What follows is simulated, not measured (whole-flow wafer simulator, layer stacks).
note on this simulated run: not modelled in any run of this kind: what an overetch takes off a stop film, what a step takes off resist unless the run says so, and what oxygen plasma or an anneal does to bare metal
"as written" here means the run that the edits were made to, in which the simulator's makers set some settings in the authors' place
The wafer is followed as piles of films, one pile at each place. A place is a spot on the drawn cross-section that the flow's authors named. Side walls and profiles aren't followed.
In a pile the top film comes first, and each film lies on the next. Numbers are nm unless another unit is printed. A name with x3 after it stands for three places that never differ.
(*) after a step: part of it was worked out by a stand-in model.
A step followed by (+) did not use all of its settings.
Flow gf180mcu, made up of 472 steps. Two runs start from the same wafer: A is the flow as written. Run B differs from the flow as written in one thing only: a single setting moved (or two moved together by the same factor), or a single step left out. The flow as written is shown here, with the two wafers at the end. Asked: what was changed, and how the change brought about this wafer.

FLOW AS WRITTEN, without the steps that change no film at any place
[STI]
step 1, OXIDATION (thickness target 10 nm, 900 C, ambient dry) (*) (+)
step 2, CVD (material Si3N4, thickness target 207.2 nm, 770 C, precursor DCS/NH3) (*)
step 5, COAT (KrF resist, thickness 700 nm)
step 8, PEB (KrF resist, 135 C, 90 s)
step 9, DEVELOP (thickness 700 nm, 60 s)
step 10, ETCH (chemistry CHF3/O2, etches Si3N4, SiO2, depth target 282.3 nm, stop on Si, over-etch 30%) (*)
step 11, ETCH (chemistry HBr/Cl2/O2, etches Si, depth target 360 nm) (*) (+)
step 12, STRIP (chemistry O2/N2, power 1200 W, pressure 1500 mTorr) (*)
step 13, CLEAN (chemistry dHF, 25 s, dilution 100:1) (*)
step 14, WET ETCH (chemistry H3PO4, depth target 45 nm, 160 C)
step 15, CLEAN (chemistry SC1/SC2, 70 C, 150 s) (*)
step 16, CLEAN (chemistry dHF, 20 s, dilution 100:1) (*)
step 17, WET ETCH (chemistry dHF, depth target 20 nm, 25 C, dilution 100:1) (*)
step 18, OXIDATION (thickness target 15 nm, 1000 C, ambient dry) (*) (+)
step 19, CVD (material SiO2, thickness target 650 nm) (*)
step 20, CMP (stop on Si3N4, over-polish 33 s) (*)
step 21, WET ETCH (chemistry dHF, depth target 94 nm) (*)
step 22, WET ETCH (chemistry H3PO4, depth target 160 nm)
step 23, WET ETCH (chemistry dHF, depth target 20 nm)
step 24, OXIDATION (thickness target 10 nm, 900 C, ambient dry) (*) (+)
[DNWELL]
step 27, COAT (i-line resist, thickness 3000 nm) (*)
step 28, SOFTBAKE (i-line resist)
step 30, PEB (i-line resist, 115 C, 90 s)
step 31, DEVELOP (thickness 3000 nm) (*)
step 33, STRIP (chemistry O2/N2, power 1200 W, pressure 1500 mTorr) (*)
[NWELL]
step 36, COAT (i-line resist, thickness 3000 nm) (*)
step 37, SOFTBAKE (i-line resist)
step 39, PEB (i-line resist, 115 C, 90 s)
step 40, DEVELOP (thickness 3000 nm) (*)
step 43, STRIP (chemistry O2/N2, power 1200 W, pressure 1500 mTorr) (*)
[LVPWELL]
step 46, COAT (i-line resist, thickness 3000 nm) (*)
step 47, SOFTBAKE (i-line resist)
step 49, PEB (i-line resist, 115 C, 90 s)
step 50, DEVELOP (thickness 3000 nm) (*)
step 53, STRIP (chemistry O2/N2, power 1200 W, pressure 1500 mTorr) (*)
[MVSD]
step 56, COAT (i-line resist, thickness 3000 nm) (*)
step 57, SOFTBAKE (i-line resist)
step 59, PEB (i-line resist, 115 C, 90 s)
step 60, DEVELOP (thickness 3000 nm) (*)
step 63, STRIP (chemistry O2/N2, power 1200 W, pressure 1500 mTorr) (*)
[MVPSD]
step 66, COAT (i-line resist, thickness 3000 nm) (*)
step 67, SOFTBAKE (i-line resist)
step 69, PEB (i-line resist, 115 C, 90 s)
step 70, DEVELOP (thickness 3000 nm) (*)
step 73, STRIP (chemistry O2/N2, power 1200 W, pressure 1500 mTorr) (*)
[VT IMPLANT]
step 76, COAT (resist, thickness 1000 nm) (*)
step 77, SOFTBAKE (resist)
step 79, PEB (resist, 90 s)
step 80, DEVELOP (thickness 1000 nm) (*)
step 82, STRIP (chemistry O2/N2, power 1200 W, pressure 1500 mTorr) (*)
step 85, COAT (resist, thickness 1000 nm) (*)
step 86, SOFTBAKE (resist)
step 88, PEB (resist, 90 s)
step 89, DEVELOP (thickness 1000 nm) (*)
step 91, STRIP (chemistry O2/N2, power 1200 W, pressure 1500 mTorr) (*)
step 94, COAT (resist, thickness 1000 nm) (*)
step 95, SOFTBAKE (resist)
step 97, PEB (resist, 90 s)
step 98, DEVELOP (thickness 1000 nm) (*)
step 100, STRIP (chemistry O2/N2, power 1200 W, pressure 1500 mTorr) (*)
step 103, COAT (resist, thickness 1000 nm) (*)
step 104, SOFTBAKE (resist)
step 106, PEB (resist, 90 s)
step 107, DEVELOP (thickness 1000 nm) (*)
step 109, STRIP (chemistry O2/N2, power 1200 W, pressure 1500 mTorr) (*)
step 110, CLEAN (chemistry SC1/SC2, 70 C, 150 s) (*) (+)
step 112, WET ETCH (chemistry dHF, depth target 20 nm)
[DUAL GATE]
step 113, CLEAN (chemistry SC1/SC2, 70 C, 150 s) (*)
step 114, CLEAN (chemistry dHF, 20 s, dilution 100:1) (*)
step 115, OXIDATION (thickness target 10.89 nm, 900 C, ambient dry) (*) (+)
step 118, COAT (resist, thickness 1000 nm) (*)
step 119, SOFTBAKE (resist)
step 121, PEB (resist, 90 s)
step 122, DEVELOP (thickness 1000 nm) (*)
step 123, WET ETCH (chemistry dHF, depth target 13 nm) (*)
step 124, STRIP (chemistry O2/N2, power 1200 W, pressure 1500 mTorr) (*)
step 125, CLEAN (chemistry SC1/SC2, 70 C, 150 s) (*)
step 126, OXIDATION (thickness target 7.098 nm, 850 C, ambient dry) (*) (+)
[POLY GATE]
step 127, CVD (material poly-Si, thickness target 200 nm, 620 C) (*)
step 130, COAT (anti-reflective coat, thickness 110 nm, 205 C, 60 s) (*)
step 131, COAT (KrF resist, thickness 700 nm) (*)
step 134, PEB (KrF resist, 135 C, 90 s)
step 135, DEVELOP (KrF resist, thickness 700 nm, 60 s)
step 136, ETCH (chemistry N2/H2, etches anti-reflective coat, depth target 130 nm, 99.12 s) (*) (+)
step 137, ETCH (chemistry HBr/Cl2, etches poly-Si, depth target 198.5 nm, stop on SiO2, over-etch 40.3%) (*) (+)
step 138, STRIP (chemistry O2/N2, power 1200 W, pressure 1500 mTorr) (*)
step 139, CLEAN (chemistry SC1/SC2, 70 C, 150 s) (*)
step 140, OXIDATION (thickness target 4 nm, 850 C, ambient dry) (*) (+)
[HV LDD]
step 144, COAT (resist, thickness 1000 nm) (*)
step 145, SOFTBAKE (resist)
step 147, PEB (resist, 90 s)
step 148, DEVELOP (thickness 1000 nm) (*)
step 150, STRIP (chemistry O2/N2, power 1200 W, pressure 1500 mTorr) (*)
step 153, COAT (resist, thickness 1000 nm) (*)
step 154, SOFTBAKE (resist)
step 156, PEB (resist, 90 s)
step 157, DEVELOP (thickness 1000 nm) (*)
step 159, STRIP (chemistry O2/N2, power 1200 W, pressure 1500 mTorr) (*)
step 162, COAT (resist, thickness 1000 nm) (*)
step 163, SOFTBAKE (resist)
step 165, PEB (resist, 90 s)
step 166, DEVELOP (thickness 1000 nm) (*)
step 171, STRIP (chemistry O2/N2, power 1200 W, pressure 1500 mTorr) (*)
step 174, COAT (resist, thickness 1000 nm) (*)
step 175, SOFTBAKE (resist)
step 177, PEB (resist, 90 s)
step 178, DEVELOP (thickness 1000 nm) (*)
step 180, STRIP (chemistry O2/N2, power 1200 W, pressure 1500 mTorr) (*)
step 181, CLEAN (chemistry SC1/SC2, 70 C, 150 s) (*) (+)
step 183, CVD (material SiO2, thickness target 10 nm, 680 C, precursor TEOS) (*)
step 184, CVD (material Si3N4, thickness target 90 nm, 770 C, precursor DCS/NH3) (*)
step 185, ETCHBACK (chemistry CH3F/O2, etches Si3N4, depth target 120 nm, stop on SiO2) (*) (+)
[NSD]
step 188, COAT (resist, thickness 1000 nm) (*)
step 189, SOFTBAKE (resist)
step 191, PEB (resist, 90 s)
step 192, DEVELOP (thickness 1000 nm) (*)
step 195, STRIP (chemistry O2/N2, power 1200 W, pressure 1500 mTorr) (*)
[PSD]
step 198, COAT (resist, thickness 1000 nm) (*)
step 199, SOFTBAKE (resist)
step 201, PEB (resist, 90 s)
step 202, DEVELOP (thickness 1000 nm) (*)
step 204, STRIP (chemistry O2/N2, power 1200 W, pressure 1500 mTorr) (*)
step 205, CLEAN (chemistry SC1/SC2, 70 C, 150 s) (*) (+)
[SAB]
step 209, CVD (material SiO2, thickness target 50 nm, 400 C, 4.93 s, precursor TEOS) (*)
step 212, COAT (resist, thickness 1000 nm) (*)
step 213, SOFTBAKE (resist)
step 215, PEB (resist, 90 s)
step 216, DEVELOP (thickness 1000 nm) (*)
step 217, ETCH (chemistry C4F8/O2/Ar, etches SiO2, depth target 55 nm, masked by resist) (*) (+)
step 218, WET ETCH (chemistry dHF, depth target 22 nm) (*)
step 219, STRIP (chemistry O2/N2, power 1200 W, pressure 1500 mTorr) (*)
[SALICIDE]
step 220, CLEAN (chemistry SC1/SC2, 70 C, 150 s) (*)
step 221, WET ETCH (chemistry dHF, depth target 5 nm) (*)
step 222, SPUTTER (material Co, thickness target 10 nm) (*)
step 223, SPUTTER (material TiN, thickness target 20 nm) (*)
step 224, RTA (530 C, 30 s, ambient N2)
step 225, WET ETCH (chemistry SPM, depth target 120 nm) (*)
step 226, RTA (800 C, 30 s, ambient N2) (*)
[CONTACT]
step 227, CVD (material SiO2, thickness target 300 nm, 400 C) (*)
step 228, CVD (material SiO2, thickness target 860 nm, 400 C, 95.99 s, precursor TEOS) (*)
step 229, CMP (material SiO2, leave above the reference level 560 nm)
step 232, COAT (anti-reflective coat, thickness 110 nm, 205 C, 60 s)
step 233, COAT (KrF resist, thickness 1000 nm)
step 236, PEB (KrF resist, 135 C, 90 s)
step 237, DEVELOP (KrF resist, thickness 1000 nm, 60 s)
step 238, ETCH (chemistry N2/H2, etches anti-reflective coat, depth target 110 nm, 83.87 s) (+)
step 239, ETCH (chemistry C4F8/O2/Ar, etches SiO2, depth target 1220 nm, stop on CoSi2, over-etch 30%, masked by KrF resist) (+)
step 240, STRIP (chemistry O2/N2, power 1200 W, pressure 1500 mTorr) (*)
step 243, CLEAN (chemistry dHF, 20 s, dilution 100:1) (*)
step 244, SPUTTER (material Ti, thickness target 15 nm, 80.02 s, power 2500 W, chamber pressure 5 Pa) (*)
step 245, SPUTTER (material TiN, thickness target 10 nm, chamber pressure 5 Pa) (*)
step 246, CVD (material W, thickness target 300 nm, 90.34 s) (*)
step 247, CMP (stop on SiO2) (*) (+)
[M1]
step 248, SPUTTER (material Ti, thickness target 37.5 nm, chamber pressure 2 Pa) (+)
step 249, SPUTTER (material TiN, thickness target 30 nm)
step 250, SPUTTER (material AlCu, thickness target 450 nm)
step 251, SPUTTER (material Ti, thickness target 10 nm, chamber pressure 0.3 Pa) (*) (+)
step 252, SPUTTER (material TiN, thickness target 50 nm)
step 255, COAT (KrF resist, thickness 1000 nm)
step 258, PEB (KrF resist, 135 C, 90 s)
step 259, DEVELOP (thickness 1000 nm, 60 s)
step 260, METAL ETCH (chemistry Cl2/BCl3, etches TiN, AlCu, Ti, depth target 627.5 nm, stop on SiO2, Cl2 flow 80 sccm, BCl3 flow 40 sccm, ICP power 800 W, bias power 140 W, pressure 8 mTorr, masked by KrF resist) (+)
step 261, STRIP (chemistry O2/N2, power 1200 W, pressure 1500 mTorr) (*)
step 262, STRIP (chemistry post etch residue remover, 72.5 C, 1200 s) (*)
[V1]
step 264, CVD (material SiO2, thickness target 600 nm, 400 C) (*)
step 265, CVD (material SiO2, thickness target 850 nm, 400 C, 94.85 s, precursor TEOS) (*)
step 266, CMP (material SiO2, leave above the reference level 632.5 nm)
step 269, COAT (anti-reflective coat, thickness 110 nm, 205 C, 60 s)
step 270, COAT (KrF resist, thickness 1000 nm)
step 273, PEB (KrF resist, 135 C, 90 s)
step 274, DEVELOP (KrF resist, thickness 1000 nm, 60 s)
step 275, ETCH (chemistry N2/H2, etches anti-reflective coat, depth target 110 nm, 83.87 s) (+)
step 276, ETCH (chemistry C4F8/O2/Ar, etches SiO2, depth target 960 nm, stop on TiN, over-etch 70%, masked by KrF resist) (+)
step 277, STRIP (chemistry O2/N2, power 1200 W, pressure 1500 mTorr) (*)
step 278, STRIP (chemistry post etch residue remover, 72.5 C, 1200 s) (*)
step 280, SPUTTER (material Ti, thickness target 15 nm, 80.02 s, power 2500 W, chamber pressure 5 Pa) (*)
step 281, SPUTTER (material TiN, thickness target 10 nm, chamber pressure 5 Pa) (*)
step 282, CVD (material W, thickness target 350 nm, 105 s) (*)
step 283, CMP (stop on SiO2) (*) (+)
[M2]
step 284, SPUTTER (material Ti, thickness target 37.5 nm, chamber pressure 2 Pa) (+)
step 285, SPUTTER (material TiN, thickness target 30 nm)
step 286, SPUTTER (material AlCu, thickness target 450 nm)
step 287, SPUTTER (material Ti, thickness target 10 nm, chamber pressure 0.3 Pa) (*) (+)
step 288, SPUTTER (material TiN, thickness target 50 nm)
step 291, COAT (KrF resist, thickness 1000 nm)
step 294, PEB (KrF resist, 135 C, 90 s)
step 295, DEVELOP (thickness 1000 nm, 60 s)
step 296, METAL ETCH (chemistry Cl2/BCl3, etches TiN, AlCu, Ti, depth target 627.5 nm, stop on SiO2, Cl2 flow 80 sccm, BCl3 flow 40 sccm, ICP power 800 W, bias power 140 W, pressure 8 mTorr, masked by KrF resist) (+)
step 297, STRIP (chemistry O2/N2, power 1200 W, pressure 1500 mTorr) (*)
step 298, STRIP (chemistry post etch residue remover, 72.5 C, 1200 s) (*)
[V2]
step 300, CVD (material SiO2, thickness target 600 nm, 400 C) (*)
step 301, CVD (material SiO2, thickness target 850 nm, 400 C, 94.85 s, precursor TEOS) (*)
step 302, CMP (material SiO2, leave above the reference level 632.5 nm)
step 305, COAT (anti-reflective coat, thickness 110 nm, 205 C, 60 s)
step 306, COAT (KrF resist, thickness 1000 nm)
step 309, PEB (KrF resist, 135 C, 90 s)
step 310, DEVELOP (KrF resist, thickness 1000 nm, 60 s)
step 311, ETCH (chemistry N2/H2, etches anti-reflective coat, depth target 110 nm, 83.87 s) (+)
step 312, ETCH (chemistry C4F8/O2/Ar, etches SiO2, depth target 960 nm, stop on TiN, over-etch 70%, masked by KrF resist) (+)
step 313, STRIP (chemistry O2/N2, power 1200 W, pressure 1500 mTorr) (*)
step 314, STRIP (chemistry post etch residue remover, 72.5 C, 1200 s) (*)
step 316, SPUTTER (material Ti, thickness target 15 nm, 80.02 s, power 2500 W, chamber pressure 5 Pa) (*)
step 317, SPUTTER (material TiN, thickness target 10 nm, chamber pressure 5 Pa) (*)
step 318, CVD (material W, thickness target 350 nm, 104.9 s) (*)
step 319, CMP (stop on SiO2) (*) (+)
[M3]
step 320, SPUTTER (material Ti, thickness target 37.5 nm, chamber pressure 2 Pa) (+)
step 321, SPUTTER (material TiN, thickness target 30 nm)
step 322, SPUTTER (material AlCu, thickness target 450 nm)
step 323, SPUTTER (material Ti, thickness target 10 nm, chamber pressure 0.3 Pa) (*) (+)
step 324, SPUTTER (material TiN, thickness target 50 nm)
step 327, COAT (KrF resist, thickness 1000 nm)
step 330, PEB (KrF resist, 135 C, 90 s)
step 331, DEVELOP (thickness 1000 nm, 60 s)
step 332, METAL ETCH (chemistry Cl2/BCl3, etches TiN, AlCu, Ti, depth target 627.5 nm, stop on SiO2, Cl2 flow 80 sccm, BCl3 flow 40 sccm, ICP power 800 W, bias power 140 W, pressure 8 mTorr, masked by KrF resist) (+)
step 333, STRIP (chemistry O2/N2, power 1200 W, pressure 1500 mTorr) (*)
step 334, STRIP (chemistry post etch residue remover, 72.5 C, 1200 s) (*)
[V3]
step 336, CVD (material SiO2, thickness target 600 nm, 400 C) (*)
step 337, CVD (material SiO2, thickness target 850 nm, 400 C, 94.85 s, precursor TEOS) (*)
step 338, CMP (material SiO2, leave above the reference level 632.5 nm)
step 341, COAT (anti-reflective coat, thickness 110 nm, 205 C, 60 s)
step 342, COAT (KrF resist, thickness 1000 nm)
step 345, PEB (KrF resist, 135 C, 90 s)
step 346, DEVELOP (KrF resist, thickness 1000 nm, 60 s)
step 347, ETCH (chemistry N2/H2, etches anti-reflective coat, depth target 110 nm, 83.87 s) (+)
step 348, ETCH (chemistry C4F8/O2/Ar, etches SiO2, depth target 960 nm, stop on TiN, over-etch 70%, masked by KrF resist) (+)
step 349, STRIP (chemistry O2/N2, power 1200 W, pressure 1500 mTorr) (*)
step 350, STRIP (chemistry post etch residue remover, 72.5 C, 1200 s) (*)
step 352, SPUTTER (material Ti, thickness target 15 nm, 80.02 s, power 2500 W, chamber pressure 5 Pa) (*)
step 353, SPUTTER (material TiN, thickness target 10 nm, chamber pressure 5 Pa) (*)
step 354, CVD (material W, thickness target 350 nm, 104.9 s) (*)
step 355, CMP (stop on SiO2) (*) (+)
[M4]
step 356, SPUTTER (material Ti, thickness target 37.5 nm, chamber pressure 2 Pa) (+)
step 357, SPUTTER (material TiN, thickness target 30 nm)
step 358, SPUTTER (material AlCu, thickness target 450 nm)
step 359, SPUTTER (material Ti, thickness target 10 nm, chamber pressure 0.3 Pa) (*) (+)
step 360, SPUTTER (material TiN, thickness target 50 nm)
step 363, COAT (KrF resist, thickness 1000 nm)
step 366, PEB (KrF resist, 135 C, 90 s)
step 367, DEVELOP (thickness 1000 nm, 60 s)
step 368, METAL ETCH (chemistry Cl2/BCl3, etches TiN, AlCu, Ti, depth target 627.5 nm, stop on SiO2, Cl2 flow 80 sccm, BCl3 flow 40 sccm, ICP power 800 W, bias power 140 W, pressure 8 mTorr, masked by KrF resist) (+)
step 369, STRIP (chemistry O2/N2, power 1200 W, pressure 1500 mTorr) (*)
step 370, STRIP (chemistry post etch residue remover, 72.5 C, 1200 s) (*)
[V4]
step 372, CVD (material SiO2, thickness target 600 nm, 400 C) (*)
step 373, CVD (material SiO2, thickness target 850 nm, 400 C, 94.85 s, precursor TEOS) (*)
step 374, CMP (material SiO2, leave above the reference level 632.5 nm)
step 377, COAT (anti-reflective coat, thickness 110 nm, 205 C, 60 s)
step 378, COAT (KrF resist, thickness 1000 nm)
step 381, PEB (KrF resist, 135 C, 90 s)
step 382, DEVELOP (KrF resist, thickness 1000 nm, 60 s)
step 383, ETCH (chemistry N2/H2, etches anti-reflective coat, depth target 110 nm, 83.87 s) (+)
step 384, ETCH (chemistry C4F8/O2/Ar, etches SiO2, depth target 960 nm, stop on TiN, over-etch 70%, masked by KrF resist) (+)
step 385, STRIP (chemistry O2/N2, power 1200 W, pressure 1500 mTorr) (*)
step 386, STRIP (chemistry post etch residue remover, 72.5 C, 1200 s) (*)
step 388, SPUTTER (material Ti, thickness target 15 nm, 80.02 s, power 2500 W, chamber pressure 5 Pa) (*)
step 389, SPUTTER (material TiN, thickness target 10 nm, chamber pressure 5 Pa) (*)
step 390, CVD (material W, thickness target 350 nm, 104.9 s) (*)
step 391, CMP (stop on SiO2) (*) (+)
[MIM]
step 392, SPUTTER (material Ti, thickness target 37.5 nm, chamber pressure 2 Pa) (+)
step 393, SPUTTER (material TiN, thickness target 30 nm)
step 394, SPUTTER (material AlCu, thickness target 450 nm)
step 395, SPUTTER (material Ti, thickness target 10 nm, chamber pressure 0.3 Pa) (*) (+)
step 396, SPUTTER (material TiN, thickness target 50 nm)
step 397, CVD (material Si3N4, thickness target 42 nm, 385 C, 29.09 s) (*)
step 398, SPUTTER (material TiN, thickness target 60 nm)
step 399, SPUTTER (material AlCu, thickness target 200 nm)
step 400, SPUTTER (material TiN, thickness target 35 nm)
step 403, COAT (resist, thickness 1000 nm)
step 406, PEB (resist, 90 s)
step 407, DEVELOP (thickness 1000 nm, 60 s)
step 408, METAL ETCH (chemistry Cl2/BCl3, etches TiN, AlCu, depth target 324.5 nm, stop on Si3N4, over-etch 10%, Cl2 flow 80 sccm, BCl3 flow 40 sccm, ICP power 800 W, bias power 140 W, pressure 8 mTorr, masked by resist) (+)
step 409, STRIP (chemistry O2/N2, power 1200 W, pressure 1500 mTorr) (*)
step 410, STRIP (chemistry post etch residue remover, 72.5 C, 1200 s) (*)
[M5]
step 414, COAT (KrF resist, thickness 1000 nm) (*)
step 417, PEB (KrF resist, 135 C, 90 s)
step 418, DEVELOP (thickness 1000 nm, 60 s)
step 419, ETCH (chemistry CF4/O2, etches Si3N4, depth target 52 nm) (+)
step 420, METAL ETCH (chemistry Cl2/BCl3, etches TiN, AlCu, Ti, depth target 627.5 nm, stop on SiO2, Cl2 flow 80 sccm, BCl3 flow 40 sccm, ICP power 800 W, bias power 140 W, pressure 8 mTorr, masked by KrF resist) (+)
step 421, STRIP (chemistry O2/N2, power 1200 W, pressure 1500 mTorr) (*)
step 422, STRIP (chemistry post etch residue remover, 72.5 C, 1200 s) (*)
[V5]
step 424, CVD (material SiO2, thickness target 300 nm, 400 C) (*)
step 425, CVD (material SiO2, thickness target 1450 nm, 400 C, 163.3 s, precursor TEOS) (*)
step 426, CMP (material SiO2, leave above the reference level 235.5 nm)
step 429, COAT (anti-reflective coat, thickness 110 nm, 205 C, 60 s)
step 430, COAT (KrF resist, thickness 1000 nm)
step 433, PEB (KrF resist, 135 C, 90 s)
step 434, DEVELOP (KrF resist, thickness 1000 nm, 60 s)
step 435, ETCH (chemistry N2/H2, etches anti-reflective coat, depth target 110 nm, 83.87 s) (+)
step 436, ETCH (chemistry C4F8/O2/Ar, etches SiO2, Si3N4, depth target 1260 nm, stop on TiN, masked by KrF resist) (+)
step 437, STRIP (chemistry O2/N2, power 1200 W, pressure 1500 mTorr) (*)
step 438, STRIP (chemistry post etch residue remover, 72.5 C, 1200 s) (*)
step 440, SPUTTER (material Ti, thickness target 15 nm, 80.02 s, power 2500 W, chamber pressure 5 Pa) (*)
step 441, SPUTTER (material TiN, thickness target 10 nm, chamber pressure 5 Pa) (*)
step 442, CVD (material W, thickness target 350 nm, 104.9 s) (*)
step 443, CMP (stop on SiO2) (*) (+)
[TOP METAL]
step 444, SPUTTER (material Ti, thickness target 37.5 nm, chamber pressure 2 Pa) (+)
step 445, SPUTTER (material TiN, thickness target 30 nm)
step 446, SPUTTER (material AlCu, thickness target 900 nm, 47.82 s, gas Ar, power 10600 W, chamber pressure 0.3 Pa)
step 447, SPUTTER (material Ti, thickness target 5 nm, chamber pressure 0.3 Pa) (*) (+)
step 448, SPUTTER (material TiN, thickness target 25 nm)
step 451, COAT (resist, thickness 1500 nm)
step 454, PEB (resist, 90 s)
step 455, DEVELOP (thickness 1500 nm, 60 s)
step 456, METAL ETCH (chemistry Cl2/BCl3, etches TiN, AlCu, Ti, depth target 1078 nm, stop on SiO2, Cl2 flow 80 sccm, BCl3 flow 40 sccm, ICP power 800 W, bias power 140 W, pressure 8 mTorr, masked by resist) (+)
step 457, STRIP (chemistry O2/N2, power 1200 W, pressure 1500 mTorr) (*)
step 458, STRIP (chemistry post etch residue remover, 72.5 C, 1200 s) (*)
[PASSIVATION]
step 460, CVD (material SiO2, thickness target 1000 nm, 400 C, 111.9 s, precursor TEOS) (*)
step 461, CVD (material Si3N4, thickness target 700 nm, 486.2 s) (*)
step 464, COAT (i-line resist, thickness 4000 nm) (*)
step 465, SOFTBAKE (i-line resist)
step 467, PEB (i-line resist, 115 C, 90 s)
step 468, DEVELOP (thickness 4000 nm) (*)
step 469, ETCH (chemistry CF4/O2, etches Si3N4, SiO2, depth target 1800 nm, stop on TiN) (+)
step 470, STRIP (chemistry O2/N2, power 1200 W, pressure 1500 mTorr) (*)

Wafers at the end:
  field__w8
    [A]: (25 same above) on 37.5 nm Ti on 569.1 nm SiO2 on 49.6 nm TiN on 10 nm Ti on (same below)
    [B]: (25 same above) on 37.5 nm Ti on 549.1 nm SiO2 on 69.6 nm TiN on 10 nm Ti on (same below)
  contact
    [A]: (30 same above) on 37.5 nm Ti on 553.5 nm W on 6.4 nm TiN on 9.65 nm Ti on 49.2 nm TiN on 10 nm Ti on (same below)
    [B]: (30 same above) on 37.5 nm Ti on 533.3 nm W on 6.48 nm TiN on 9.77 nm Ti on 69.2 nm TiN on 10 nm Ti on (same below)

What caused this: step 288, SPUTTER: thickness target 70 nm was run, while the flow as written has thickness target 50 nm.

The path from the change to this, step by step:
  step 288, SPUTTER (material TiN, thickness target 50 nm)
      field, field__w1, field__w2 and 108 more: A +50 TiN (new film) | B +70 TiN (new film)
  step 296, METAL ETCH (chemistry Cl2/BCl3, etches TiN, AlCu, Ti, depth target 627.5 nm, stop on SiO2, Cl2 flow 80 sccm, BCl3 flow 40 sccm, ICP power 800 W, bias power 140 W, pressure 8 mTorr, masked by KrF resist) (+)
      field, field__w1, field__w2 and 103 more: A -50 TiN (all of it), -10 Ti (all of it), -450 AlCu (all of it), -30 TiN (all of it), -37.5 Ti (all of it) | B -70 TiN (all of it), -10 Ti (all of it), -450 AlCu (all of it), -30 TiN (all of it), -37.5 Ti (all of it)
  step 302, CMP (material SiO2, leave above the reference level 632.5 nm)
      field__w8, contact, m1, m1__w1, m1_nw: A -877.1 SiO2 | B -897.1 SiO2
  step 312, ETCH (chemistry C4F8/O2/Ar, etches SiO2, depth target 960 nm, stop on TiN, over-etch 70%, masked by KrF resist) (+)
      field, field__w1, field__w2 and 107 more: A -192 KrF resist | B -187.7 KrF resist
      contact: A -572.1 SiO2 (all of it) | B -552.1 SiO2 (all of it)
  step 318, CVD (material W, thickness target 350 nm, 104.9 s) (*)
      contact: A +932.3 W (new film) | B +912.1 W (new film)
